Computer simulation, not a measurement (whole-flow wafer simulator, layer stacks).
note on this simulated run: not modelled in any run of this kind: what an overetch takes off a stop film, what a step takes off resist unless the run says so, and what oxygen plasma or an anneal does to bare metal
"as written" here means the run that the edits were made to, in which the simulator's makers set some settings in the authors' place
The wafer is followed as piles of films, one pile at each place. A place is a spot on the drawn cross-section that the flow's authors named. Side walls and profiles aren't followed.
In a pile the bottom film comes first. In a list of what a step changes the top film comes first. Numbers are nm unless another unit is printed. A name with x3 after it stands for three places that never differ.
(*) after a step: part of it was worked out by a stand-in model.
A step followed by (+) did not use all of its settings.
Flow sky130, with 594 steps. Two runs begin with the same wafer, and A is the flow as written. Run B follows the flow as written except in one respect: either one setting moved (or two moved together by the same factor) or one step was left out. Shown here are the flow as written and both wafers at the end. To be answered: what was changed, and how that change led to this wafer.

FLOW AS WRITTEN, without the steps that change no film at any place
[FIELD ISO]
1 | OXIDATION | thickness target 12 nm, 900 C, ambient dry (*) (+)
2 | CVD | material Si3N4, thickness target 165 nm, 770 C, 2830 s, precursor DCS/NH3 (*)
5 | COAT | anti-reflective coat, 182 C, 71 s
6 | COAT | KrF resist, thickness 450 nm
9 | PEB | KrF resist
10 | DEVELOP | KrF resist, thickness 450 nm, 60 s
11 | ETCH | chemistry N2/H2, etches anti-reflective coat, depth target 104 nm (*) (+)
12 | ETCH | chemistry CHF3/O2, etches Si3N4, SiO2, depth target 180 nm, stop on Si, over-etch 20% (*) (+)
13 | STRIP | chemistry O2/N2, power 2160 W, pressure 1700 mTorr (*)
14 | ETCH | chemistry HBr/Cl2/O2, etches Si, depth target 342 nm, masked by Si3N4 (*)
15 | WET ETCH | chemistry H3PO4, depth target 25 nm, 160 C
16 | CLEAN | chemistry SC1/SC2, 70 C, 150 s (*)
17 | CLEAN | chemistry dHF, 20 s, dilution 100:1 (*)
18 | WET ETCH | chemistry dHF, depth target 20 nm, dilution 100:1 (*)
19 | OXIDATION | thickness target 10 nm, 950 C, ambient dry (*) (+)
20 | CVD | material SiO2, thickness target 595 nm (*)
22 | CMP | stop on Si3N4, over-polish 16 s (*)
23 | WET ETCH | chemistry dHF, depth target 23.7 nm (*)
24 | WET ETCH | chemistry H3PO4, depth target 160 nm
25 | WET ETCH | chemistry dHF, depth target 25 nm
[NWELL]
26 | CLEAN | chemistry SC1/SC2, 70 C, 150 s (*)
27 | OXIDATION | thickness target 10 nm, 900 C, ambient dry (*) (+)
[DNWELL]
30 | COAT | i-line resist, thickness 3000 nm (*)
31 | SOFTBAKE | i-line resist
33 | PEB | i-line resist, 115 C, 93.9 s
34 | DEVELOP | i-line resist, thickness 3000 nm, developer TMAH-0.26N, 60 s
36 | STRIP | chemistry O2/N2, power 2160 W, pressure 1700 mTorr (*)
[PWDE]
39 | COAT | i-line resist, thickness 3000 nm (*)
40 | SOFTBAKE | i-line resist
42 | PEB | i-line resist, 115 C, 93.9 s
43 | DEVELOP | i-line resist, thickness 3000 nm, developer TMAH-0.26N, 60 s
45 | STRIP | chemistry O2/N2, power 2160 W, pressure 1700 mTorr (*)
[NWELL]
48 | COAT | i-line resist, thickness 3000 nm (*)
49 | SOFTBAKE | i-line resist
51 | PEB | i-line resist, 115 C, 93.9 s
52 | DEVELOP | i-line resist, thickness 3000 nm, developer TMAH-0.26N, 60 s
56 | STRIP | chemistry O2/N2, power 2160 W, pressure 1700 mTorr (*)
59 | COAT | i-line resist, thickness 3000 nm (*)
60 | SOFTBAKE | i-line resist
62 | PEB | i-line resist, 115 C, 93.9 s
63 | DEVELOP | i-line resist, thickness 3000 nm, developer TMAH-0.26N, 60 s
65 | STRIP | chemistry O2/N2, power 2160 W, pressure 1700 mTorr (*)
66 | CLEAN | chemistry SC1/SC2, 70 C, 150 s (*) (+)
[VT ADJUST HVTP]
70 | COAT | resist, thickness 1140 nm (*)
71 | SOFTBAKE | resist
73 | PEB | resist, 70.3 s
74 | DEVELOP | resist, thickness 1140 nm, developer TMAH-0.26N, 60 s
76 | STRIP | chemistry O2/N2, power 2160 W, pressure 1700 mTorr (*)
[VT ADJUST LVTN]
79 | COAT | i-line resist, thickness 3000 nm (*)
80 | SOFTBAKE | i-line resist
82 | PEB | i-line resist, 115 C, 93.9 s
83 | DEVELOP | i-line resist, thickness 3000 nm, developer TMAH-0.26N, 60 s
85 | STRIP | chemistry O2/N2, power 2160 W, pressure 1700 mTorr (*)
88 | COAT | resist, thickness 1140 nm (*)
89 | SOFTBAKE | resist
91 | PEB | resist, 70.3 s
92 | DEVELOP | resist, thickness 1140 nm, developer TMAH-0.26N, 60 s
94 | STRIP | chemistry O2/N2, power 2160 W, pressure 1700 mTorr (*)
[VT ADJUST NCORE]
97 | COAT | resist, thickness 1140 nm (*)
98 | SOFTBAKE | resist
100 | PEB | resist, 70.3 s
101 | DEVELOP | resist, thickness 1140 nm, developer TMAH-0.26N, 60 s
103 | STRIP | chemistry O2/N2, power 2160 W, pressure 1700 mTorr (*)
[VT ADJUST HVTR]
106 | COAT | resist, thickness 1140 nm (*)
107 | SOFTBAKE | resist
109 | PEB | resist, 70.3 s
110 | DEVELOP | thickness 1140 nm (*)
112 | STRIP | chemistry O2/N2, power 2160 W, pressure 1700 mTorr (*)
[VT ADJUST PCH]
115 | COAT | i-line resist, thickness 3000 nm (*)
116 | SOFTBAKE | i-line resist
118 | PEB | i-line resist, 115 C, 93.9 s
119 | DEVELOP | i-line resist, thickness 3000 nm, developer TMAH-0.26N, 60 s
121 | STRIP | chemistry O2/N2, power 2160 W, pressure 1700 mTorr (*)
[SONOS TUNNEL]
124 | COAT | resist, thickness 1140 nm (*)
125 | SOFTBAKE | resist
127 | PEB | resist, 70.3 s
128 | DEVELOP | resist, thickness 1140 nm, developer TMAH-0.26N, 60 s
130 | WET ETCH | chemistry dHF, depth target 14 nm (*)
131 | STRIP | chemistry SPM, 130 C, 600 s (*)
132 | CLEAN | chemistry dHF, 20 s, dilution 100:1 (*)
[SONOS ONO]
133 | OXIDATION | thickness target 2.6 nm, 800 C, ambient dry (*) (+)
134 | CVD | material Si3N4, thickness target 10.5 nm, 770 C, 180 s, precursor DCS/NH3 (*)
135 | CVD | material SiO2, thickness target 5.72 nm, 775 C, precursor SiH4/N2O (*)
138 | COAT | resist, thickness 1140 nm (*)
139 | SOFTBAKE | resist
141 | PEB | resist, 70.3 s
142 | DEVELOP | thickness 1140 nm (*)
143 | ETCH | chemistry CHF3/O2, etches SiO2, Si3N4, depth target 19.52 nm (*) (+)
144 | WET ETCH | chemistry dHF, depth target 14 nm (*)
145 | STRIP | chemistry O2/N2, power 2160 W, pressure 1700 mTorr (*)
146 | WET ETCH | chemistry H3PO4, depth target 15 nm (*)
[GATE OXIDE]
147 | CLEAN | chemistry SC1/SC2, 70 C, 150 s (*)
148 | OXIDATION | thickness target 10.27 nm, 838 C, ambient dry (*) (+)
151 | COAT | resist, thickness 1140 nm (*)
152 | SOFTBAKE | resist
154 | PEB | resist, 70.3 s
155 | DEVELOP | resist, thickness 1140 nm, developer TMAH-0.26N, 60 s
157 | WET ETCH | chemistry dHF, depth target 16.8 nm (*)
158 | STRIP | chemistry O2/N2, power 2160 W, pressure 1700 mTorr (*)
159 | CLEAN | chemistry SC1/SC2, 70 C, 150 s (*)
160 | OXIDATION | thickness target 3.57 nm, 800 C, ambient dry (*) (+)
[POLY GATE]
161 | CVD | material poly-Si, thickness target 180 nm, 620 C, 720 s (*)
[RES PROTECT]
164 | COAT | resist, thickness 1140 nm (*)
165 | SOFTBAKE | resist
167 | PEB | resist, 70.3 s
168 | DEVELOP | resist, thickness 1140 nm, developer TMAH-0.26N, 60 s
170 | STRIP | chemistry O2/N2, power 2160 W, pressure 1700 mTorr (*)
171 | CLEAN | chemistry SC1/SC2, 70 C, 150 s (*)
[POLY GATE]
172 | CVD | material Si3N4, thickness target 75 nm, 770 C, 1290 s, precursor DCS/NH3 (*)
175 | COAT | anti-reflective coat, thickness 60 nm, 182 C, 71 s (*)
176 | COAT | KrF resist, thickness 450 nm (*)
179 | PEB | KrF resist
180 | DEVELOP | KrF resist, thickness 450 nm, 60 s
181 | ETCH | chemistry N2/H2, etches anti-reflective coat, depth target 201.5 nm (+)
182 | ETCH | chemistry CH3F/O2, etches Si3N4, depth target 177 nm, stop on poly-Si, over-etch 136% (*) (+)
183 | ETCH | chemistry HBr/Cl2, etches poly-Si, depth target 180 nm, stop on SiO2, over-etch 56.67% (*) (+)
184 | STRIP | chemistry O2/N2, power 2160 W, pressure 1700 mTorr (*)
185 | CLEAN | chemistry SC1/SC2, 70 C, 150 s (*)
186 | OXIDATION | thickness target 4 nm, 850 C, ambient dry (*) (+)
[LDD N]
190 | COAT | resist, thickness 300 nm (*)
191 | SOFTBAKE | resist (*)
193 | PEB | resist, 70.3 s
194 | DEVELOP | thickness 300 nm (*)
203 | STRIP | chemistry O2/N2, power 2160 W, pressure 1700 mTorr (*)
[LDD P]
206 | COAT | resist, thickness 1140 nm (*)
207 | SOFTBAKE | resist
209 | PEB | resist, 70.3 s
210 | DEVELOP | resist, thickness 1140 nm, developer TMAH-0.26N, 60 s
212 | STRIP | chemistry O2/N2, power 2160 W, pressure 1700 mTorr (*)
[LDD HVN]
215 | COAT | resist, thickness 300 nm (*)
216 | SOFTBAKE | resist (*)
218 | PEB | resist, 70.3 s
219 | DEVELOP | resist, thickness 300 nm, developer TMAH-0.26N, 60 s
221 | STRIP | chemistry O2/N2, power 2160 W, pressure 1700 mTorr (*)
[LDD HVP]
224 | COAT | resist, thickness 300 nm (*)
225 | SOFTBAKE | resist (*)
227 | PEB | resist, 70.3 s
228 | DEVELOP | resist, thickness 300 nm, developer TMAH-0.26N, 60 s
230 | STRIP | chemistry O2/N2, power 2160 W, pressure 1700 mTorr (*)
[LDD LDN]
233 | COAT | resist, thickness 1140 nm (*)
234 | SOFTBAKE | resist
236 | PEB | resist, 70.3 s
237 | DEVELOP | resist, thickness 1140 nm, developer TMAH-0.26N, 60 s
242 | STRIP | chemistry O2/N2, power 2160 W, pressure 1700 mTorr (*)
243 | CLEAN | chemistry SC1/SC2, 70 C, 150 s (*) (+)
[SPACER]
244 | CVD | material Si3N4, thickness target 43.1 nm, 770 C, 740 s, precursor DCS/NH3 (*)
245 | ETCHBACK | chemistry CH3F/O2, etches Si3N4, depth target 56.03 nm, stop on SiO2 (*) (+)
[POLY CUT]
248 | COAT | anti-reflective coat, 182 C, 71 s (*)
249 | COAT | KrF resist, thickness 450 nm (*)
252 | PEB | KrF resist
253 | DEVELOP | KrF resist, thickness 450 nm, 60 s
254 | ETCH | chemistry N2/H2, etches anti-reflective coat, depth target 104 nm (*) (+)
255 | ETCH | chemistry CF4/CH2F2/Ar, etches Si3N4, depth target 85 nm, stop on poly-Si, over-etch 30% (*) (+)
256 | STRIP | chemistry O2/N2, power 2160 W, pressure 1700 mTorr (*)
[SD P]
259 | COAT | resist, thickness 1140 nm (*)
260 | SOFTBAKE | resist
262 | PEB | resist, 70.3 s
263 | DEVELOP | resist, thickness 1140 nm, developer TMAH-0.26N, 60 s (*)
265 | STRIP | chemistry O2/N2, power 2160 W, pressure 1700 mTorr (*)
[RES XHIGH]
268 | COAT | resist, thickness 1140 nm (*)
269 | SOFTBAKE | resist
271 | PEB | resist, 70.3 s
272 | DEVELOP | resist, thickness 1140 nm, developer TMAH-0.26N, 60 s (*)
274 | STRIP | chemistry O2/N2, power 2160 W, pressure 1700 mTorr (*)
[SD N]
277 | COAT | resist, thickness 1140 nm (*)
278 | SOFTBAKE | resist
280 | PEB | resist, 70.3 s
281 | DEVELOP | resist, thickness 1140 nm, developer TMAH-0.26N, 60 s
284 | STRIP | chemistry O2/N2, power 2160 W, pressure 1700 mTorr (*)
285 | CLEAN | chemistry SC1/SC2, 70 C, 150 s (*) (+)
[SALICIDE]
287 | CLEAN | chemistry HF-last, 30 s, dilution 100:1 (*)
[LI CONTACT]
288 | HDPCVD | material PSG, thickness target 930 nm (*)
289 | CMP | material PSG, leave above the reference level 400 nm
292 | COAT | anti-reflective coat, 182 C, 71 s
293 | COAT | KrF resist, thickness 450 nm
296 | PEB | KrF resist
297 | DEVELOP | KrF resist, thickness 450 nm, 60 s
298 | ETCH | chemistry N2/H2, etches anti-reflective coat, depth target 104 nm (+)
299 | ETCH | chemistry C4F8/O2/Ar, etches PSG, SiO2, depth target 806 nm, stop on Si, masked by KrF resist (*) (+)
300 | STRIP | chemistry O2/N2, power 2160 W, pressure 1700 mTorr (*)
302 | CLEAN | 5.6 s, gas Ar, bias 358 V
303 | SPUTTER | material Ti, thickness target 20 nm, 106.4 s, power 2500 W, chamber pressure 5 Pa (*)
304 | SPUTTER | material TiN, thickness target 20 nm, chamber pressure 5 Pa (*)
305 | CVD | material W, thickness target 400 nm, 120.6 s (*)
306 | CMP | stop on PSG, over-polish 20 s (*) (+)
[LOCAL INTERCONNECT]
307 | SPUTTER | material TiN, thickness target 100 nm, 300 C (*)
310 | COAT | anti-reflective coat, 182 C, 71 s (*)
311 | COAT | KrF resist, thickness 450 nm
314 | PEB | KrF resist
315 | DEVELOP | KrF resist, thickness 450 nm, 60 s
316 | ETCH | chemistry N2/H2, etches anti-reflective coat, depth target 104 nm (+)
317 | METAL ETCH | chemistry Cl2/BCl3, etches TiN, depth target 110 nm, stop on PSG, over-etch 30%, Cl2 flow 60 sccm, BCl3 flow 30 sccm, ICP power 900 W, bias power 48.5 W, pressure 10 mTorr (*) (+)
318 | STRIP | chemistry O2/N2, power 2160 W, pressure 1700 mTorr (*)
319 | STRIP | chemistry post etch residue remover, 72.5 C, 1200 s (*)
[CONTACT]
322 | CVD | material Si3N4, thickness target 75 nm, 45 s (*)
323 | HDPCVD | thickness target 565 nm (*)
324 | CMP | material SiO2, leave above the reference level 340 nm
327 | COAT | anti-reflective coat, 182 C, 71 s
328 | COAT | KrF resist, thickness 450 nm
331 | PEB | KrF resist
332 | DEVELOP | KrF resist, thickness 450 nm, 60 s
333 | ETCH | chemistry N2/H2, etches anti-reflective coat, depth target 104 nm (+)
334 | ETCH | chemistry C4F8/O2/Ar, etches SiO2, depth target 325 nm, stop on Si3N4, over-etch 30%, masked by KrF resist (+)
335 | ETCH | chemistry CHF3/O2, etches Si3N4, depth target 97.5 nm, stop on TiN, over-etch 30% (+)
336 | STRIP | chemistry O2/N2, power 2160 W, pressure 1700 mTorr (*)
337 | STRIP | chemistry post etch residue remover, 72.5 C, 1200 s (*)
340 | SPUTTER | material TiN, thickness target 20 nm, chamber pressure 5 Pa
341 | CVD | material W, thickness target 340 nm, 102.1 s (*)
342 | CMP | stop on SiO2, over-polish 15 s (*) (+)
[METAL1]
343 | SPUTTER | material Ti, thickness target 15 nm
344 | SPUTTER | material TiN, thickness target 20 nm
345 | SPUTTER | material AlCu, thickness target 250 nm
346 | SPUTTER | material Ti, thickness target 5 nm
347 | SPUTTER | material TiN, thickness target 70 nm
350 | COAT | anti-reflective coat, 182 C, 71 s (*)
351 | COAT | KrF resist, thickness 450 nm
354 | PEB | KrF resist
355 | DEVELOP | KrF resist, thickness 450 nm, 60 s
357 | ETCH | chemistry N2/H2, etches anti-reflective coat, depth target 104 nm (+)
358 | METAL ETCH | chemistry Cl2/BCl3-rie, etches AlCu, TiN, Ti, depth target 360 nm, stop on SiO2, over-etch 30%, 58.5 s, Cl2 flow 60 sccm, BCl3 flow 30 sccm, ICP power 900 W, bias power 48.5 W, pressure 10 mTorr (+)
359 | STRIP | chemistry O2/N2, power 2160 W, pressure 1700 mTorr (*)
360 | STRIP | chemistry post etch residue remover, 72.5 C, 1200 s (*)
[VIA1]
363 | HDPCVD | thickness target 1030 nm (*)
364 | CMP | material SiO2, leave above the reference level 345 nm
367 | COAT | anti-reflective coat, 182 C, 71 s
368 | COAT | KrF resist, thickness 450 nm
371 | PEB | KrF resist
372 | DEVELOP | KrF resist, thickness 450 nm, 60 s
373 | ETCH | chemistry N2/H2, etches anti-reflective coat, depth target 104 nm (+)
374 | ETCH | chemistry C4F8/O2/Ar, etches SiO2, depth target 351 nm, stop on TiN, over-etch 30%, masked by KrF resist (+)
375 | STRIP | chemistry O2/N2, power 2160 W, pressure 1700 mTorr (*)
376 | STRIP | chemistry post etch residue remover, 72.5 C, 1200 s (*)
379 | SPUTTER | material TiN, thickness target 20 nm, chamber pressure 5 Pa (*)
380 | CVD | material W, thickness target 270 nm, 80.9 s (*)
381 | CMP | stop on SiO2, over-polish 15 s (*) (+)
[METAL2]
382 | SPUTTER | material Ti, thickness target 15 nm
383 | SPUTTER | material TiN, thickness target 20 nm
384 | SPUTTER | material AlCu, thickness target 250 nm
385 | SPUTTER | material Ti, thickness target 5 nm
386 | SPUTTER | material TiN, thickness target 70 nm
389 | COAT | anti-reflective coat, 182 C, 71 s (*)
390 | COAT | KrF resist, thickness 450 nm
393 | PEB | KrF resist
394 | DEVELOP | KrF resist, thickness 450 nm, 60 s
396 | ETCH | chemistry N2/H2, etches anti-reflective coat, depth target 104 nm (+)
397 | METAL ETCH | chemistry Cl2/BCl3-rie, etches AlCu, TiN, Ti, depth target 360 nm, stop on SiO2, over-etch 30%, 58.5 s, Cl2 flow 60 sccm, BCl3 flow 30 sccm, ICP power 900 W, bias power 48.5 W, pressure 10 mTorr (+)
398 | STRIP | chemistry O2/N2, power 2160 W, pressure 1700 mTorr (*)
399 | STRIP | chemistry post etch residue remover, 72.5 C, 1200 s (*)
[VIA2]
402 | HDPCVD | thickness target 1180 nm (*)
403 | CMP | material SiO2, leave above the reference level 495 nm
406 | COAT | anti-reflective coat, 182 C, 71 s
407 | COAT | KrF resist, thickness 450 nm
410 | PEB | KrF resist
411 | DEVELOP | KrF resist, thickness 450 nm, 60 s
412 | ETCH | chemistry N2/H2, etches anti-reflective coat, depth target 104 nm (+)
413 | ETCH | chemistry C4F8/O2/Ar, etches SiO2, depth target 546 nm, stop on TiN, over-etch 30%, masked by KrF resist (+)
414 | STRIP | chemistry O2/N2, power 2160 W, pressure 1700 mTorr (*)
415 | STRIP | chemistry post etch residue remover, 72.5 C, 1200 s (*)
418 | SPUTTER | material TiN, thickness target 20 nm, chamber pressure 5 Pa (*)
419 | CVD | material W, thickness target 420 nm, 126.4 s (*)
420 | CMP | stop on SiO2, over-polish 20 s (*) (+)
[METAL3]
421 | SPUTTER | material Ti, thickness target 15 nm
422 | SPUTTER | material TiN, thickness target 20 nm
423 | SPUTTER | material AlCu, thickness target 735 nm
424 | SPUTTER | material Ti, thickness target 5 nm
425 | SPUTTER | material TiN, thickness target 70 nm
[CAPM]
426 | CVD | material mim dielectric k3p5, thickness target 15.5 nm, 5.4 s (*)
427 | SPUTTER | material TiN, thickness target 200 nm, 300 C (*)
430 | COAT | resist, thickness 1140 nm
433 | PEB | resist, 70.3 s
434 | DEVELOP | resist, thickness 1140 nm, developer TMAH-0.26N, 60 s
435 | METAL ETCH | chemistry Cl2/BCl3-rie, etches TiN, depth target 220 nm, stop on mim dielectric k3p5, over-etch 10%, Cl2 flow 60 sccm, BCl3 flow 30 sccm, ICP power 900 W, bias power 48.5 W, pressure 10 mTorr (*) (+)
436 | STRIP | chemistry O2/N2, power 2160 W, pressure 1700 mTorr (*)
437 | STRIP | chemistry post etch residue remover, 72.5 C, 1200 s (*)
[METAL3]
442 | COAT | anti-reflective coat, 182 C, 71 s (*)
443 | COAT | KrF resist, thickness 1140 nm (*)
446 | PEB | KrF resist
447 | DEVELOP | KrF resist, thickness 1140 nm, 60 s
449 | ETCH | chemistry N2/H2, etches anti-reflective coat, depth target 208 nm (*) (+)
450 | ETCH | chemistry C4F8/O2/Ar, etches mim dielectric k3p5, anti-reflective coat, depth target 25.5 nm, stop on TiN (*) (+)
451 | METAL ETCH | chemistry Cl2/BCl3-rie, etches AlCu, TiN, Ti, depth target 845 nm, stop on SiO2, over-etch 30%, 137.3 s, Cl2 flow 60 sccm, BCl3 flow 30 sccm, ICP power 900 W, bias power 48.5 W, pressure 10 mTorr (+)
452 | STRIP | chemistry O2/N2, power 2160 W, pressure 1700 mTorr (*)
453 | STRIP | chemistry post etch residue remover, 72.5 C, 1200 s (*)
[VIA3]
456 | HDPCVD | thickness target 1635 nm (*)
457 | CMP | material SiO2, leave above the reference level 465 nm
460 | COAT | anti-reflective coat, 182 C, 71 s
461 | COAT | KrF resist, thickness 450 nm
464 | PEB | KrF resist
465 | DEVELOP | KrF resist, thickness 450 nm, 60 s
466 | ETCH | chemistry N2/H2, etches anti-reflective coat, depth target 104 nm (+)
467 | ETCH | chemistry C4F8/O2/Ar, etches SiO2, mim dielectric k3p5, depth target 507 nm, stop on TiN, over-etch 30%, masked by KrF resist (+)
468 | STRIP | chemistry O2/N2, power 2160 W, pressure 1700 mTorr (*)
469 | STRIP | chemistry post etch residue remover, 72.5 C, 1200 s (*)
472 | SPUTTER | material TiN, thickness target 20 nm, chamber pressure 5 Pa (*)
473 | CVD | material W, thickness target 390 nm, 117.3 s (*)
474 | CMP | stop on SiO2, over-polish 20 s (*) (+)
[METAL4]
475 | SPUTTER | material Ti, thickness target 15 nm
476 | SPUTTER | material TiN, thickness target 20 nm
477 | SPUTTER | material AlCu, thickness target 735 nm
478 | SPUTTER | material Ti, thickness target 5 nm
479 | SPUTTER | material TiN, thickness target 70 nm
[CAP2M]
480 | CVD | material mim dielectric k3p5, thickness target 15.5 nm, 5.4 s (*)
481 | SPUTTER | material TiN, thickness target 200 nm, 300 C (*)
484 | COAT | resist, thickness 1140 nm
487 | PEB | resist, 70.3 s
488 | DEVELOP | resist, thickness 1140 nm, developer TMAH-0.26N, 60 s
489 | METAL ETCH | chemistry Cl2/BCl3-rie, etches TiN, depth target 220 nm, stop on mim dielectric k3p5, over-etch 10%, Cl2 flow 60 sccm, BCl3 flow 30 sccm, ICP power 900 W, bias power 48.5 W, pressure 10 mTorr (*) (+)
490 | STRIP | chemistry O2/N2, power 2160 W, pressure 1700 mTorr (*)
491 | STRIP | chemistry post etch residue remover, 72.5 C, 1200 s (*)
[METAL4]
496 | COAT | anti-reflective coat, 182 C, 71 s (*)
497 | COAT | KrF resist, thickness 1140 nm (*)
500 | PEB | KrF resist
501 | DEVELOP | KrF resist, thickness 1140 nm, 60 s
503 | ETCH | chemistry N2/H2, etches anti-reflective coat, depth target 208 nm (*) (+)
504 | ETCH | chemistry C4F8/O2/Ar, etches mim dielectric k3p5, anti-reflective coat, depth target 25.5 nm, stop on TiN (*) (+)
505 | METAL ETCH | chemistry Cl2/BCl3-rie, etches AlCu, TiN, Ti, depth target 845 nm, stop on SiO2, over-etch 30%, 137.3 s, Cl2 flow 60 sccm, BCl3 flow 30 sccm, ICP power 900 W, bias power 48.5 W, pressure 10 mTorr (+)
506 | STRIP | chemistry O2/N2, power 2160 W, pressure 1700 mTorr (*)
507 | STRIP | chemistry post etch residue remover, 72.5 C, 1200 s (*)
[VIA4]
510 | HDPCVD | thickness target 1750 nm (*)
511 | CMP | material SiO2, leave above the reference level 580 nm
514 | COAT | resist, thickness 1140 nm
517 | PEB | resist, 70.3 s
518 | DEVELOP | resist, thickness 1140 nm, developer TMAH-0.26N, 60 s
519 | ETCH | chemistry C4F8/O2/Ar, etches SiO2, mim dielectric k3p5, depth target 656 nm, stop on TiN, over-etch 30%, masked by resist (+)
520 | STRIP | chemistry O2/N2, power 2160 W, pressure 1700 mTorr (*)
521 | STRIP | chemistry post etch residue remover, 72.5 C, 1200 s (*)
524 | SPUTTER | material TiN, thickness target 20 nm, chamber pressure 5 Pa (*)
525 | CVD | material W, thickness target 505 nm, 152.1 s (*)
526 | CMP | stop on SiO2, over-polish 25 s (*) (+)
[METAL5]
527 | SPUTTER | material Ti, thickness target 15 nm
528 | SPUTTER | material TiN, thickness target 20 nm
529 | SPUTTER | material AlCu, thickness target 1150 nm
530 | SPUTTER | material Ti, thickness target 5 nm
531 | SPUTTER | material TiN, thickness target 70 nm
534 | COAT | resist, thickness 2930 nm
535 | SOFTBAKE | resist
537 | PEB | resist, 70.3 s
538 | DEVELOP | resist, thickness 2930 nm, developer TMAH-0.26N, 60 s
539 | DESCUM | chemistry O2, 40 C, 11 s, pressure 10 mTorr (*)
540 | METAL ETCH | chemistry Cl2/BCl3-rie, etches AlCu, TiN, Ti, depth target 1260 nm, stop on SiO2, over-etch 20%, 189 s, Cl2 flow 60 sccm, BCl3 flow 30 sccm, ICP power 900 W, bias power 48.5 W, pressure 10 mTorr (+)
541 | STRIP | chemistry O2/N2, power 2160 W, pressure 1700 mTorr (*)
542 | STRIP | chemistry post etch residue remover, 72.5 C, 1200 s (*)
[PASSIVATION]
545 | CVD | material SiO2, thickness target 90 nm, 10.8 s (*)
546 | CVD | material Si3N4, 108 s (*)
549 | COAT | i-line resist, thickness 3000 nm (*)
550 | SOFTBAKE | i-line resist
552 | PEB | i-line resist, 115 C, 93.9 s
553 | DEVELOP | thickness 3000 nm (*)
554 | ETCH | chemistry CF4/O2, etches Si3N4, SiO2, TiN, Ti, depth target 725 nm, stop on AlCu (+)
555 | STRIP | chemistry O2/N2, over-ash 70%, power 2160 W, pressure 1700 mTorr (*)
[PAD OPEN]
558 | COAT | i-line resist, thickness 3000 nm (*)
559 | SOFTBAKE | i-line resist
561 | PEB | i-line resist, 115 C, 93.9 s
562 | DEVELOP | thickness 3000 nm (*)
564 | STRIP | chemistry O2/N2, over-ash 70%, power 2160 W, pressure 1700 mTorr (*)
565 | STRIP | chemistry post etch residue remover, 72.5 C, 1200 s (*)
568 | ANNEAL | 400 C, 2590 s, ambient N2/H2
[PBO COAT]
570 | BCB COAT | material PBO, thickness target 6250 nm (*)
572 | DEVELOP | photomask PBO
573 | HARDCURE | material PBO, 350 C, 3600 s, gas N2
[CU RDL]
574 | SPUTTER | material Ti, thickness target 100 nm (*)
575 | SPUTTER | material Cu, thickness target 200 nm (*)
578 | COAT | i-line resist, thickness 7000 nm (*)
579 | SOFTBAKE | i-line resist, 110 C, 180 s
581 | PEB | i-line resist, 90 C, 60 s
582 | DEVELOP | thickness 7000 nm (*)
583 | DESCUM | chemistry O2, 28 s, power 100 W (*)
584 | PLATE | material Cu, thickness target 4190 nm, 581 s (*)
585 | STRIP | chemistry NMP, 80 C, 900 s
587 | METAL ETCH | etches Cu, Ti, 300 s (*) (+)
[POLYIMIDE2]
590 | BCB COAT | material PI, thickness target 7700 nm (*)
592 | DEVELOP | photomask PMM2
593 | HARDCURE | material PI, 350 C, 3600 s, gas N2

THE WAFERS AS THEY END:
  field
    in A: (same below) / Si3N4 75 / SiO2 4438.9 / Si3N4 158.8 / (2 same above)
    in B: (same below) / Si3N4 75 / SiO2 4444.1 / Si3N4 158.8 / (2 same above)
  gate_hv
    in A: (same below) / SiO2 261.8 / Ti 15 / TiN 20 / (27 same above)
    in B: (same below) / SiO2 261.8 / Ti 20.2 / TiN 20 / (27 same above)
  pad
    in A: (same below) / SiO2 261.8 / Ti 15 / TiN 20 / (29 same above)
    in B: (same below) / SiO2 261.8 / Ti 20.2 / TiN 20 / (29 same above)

Cause: step 343, SPUTTER: thickness target 20.2 nm was run, whereas the flow has thickness target 15 nm.
One can read it off the wafer: gate_hv has Ti 20.2, and step 343 as written asks for 15 nm.

The path from the change to this, step by step:
  343 | SPUTTER | material Ti, thickness target 15 nm
      field, active, n_well and 188 more: A Ti gains 15 (new film) | B Ti gains 20.2 (new film)
  358 | METAL ETCH | chemistry Cl2/BCl3-rie, etches AlCu, TiN, Ti, depth target 360 nm, stop on SiO2, over-etch 30%, 58.5 s, Cl2 flow 60 sccm, BCl3 flow 30 sccm, ICP power 900 W, bias power 48.5 W, pressure 10 mTorr (+)
      field, active, gate and 81 more: A TiN loses 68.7 (all of it), Ti loses 5 (all of it), AlCu loses 250 (all of it), TiN loses 20 (all of it), Ti loses 15 (all of it), SiO2 loses 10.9 | B TiN loses 68.7 (all of it), Ti loses 5 (all of it), AlCu loses 250 (all of it), TiN loses 20 (all of it), Ti loses 20.2 (all of it), SiO2 loses 10.4
